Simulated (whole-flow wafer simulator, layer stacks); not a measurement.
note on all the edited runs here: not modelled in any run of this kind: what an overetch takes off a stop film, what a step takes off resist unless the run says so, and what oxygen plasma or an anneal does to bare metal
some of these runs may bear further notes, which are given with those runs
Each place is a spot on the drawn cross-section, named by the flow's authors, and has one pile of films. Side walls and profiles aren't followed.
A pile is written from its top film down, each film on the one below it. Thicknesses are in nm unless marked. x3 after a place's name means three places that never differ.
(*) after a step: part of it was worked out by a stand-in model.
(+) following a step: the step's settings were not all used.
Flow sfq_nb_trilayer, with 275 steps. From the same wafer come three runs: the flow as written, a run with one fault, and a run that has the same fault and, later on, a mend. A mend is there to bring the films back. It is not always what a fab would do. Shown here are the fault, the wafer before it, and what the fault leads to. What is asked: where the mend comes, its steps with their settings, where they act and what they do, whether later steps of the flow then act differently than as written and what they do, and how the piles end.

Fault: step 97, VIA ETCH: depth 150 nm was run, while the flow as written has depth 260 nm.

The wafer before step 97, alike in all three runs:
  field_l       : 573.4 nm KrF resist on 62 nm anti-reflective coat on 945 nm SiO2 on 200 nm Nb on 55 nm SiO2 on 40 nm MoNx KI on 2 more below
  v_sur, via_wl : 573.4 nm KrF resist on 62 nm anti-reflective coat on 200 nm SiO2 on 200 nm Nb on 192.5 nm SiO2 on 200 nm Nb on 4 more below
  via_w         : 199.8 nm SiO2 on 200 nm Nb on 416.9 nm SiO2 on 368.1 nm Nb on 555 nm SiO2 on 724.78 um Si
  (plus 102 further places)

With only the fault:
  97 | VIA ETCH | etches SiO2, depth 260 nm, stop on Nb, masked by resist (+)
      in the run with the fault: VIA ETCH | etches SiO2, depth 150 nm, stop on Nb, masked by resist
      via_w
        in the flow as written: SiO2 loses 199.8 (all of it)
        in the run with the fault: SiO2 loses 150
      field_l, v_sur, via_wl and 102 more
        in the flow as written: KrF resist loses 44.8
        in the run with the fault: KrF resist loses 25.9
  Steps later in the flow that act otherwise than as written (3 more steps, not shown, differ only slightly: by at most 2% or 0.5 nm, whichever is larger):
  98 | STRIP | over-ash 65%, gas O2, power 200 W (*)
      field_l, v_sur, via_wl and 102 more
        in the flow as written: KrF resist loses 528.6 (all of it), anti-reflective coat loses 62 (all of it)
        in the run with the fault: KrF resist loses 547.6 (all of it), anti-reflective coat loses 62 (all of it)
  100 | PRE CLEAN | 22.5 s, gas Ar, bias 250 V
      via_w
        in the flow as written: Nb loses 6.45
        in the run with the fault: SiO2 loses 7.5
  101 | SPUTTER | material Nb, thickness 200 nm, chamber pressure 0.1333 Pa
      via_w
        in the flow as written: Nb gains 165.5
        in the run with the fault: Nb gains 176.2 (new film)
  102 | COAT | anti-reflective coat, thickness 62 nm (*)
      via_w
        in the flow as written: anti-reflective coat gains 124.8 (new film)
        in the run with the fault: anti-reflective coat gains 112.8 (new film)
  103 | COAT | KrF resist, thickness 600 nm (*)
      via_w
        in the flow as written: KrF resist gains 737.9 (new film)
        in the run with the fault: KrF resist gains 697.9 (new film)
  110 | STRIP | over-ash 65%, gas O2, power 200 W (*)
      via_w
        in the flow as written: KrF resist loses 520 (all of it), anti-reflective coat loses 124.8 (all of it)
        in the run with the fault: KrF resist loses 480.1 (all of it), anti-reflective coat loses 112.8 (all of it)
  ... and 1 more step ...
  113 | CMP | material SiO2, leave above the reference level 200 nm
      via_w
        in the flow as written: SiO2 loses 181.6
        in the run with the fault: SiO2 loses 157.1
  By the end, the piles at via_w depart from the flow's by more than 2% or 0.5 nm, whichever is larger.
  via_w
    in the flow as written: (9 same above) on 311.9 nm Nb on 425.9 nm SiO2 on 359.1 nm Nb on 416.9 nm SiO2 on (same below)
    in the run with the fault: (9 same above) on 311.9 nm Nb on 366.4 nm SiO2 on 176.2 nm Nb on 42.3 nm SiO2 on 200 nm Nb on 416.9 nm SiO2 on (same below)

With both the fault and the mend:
  The mend follows step 97.
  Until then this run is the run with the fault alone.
  97a | VIA ETCH | etches SiO2, depth 110 nm, stop on Nb, masked by resist (+) (a further turn of the flow's step 97, with different settings)
      field_l, v_sur, via_wl and 102 more
        KrF resist loses 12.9
      via_w
        SiO2 loses 49.8 (all of it)
  None of the later steps of the flow differs from how it acts as written, at any place that is followed, by more than 2% or 0.5 nm, whichever is larger.
  The piles end the same as the flow's at every place that both follow.
